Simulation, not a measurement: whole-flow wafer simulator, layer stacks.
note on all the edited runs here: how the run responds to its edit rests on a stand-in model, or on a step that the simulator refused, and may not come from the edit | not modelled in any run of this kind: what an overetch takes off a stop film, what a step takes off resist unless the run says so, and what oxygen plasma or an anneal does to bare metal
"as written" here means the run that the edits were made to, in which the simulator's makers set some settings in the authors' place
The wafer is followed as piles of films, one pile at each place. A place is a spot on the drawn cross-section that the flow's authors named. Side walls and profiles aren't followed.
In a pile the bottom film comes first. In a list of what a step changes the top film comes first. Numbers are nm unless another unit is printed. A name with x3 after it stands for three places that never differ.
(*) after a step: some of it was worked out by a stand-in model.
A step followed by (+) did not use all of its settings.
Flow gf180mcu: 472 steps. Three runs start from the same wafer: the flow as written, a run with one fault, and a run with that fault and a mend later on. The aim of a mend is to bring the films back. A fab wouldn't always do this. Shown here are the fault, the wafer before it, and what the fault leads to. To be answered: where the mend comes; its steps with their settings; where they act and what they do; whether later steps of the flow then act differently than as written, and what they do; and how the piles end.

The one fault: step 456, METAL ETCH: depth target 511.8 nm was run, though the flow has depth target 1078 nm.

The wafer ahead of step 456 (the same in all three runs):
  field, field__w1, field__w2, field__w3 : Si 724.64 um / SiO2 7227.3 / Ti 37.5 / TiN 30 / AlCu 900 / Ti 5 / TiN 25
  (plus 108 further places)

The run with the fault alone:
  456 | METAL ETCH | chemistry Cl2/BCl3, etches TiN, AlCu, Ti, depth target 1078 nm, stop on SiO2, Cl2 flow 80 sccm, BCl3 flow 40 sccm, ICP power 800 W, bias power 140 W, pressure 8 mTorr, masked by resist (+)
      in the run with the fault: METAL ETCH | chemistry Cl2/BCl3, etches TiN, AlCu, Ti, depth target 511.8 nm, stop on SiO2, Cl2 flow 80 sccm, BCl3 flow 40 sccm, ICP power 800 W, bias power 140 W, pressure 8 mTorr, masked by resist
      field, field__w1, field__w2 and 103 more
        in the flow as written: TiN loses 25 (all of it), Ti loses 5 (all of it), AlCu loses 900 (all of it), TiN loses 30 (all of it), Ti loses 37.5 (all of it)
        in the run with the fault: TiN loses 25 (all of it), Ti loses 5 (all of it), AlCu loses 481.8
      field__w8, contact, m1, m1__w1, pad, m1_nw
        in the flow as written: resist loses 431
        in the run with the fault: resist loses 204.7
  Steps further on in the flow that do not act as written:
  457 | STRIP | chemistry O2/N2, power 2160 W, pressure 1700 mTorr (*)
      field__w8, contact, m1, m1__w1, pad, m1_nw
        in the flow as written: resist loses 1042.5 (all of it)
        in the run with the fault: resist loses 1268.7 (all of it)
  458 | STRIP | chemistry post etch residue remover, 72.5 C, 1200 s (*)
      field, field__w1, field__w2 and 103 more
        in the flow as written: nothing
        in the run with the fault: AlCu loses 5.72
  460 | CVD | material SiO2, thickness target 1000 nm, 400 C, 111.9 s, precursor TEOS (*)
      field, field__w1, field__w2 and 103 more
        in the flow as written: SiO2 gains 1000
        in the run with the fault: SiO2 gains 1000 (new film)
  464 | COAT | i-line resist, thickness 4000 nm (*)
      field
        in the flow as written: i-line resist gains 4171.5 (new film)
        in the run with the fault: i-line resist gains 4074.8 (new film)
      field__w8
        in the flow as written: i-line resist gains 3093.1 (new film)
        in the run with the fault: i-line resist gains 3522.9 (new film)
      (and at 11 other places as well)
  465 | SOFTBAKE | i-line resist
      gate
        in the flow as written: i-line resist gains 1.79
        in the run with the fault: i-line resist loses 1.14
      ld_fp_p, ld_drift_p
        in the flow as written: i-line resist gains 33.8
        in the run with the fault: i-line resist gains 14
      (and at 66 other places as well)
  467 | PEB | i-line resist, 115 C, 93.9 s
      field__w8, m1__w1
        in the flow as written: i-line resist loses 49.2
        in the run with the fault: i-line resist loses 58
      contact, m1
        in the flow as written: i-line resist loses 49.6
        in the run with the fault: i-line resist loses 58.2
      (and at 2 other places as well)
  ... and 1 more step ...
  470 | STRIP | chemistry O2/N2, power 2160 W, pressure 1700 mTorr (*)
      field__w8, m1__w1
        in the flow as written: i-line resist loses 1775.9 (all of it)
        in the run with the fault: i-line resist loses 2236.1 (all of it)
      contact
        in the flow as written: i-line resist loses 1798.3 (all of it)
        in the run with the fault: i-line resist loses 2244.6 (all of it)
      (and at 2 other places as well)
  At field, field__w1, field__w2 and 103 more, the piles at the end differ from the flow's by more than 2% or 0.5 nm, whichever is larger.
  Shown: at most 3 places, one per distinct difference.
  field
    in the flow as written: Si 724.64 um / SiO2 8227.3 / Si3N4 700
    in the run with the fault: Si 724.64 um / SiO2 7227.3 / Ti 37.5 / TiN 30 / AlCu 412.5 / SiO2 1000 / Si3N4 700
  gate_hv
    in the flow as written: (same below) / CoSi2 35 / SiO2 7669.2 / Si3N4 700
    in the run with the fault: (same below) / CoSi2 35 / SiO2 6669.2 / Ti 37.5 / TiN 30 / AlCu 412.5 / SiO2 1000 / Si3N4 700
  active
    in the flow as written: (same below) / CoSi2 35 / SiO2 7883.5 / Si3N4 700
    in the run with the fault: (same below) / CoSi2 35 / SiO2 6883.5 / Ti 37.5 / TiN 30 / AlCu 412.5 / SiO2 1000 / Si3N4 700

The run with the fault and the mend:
  The mend follows step 458.
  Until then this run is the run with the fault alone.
  458a | DEHYDRATE | 200 C, 60 s (a further turn of the flow's step 449)
      leaves every film unchanged at each place that is followed
  458b | HMDS | 120 C, 60 s (a further turn of the flow's step 450)
      leaves every film unchanged at each place that is followed
  458c | COAT | resist, thickness 1500 nm (*) (a further turn of the flow's step 451)
      iso_ptap_pw, iso_ntap_nw, iso_nw_fld and 33 more
        resist gains 1500 (new film)
      field_sub__w2, field_sub__w3, field_sub__w4 and 7 more
        resist gains 1506.8 (new film)
      field_sub, field_sub__w1, field_sub__w5 and 6 more
        resist gains 1506.9 (new film)
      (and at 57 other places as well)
  458d | SOFTBAKE | resist (a further turn of the flow's step 452)
      field__w2, field__w3
        resist loses 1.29
      field__w9, ld_body_p_dnw
        resist loses 0.09
      field__w11, field_sub__w5
        resist loses 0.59
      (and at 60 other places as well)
  458e | EXPOSE | photomask MetalTop (a further turn of the flow's step 453)
      leaves every film unchanged at each place that is followed
  458f | PEB | resist, 70.3 s (a further turn of the flow's step 454)
      iso_ptap_pw, iso_ntap_nw, iso_nw_fld and 33 more
        resist loses 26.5
      field__w6, field_sub, field_sub__w1 and 27 more
        resist loses 26.6
      field__w2, field__w3, field__w5 and 21 more
        resist loses 26.7
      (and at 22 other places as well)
  458g | DEVELOP | thickness 1500 nm, 60 s (a further turn of the flow's step 455)
      iso_ptap_pw, iso_ntap_nw, iso_nw_fld and 33 more
        resist loses 1473.5 (all of it)
      field__w7, field__w11, field__w13 and 7 more
        resist loses 1480.5 (all of it)
      p_well, sti, spacer, sd_n, mim_1p0, dice_street
        resist loses 1476 (all of it)
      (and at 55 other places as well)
  458h | METAL ETCH | chemistry Cl2/BCl3, etches TiN, AlCu, Ti, depth target 565.7 nm, stop on SiO2, Cl2 flow 80 sccm, BCl3 flow 40 sccm, ICP power 800 W, bias power 140 W, pressure 8 mTorr, masked by resist (+) (a further turn of the flow's step 456, with different settings)
      field, field__w1, field__w2 and 103 more
        AlCu loses 412.5 (all of it), TiN loses 30 (all of it), Ti loses 37.5 (all of it)
      field__w8, contact, m1, m1__w1, pad, m1_nw
        resist loses 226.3
  458i | STRIP | chemistry O2/N2, power 2160 W, pressure 1700 mTorr (*) (a further turn of the flow's step 457)
      field__w8
        resist loses 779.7 (all of it)
      contact
        resist loses 778.4 (all of it)
      m1
        resist loses 778.6 (all of it)
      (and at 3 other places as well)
  458j | STRIP | chemistry post etch residue remover, 72.5 C, 1200 s (*) (a further turn of the flow's step 458)
      field__w8, contact, m1, m1__w1, pad, m1_nw
        TiN loses 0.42
  None of the later steps of the flow differs from how it acts as written, at any place that is followed, by more than 2% or 0.5 nm, whichever is larger.
  At the end the piles are close to the flow's at the places that both follow, differing by at most 2% or 0.5 nm, whichever is larger.
